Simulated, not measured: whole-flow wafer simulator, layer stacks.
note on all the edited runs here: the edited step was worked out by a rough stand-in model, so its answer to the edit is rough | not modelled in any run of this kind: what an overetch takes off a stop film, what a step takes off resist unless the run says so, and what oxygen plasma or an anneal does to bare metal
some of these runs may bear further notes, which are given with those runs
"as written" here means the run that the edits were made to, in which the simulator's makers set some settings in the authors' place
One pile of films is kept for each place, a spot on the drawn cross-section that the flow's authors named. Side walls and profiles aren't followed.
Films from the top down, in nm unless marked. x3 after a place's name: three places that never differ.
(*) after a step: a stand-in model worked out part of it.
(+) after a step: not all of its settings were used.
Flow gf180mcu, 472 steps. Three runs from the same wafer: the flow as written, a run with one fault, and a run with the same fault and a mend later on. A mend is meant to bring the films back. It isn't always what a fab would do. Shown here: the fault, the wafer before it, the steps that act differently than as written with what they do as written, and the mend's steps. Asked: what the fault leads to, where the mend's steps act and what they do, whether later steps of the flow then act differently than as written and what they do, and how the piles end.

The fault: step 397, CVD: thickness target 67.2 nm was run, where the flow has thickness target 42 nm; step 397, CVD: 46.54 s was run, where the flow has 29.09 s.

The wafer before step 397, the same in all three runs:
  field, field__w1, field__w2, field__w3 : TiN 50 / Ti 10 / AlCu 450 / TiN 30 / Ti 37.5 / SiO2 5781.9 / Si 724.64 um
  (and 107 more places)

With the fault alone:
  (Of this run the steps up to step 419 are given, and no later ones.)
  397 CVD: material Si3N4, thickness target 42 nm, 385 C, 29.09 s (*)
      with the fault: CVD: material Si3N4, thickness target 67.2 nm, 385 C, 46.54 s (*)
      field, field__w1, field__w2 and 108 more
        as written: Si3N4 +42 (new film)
        with the fault: Si3N4 +67.1 (new film)
  Later steps of the flow that act differently than as written:
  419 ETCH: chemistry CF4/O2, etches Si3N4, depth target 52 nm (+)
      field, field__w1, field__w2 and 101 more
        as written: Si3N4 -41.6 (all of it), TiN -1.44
        with the fault: Si3N4 -52
  After step 419 the piles differ from the flow's by more than 2% or 0.5 nm, whichever is larger, at field, field__w1, field__w2 and 109 more.
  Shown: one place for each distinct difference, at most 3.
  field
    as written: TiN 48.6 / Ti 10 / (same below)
    with the fault: Si3N4 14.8 / TiN 50 / Ti 10 / (same below)
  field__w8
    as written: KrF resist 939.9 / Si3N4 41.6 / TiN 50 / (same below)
    with the fault: KrF resist 939.9 / Si3N4 66.8 / TiN 50 / (same below)
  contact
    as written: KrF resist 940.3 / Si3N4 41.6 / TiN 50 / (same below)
    with the fault: KrF resist 940.3 / Si3N4 66.8 / TiN 50 / (same below)

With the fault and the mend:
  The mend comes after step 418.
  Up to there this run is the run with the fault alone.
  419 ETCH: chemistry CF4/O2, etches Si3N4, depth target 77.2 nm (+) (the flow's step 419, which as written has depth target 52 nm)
      field, field__w1, field__w2 and 101 more
        Si3N4 -66.8 (all of it), TiN -1.45
      field__w4, field__w8, contact, m1, m1__w1, mim, mim_1p0, m1_nw
        KrF resist -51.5
  Later steps of the flow that act differently than as written (3 more steps differ only slightly, by at most 2% or 0.5 nm, whichever is larger, and aren't shown):
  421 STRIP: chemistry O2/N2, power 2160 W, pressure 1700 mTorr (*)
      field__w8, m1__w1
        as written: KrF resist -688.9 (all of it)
        with the mend: KrF resist -672.1 (all of it)
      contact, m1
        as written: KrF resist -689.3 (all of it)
        with the mend: KrF resist -672.5 (all of it)
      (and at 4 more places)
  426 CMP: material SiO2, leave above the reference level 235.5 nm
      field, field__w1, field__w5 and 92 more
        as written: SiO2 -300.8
        with the mend: SiO2 -275.7
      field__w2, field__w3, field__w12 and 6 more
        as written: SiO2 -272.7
        with the mend: SiO2 -246.4
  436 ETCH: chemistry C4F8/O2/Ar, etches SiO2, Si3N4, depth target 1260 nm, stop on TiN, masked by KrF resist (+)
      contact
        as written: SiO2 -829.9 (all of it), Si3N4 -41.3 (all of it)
        with the mend: SiO2 -829.9 (all of it), Si3N4 -66.4 (all of it)
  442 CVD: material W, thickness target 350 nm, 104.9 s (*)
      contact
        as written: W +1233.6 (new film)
        with the mend: W +1258.9 (new film)
  At the end the piles differ from the flow's by more than 2% or 0.5 nm, whichever is larger, at field__w4, field__w8, contact, m1, m1__w1, mim, mim_1p0, m1_nw.
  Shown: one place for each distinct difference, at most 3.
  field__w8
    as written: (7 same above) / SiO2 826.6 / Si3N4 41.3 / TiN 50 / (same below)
    with the mend: (7 same above) / SiO2 826.6 / Si3N4 66.4 / TiN 50 / (same below)
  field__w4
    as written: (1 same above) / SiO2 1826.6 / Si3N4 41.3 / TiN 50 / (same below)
    with the mend: (1 same above) / SiO2 1826.6 / Si3N4 66.4 / TiN 50 / (same below)
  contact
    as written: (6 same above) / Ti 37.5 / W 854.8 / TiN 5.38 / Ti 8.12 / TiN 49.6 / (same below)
    with the mend: (6 same above) / Ti 37.5 / W 880.1 / TiN 5.3 / Ti 8 / TiN 49.6 / (same below)
